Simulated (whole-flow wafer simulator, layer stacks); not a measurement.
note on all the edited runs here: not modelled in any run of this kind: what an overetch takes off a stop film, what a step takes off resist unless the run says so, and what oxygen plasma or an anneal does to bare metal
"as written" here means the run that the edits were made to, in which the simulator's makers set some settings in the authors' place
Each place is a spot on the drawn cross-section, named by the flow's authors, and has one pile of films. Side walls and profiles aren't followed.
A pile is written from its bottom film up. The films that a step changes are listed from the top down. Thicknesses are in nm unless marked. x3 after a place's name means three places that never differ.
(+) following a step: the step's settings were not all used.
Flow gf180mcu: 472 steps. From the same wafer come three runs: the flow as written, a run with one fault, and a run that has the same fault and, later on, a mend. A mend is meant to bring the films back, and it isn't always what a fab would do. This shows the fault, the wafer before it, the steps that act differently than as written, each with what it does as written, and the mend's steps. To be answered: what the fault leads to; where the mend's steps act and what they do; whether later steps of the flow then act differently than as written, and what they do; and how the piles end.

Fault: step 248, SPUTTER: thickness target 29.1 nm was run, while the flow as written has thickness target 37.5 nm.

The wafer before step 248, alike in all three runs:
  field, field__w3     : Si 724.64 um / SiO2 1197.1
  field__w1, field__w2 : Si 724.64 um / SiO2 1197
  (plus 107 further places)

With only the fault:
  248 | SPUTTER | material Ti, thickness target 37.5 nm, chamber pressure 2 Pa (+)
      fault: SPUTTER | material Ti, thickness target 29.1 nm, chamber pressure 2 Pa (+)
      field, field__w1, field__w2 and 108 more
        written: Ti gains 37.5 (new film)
        fault: Ti gains 29.1 (new film)
  Later steps of the flow acting differently than as written:
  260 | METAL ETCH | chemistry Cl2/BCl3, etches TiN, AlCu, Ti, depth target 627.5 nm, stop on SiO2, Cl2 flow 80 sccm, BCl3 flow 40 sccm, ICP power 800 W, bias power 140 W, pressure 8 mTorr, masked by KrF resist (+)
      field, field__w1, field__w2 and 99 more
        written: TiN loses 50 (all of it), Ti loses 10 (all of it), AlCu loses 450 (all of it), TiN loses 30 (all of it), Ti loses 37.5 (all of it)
        fault: TiN loses 50 (all of it), Ti loses 10 (all of it), AlCu loses 450 (all of it), TiN loses 30 (all of it), Ti loses 29.1 (all of it)
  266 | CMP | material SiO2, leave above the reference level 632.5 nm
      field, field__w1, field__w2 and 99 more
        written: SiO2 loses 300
        fault: SiO2 loses 308.4
  At field__w8, contact, m1 and 6 more, the piles at the end differ from the flow's by more than 2% or 0.5 nm, whichever is larger.
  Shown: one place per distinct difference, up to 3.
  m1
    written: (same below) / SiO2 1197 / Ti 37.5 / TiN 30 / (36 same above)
    fault: (same below) / SiO2 1197 / Ti 29.1 / TiN 30 / (36 same above)
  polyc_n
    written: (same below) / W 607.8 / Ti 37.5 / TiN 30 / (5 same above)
    fault: (same below) / W 607.8 / Ti 29.1 / TiN 30 / (5 same above)
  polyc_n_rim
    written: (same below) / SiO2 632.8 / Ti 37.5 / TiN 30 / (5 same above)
    fault: (same below) / SiO2 632.8 / Ti 29.1 / TiN 30 / (5 same above)

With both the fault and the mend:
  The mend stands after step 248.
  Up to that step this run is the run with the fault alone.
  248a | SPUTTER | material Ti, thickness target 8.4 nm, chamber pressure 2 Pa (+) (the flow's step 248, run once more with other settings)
      field, field__w1, field__w2 and 108 more
        Ti gains 8.4
  None of the later steps of the flow acts differently than as written at any place that is followed.
  By the end, the piles equal the flow's at every place that both follow.
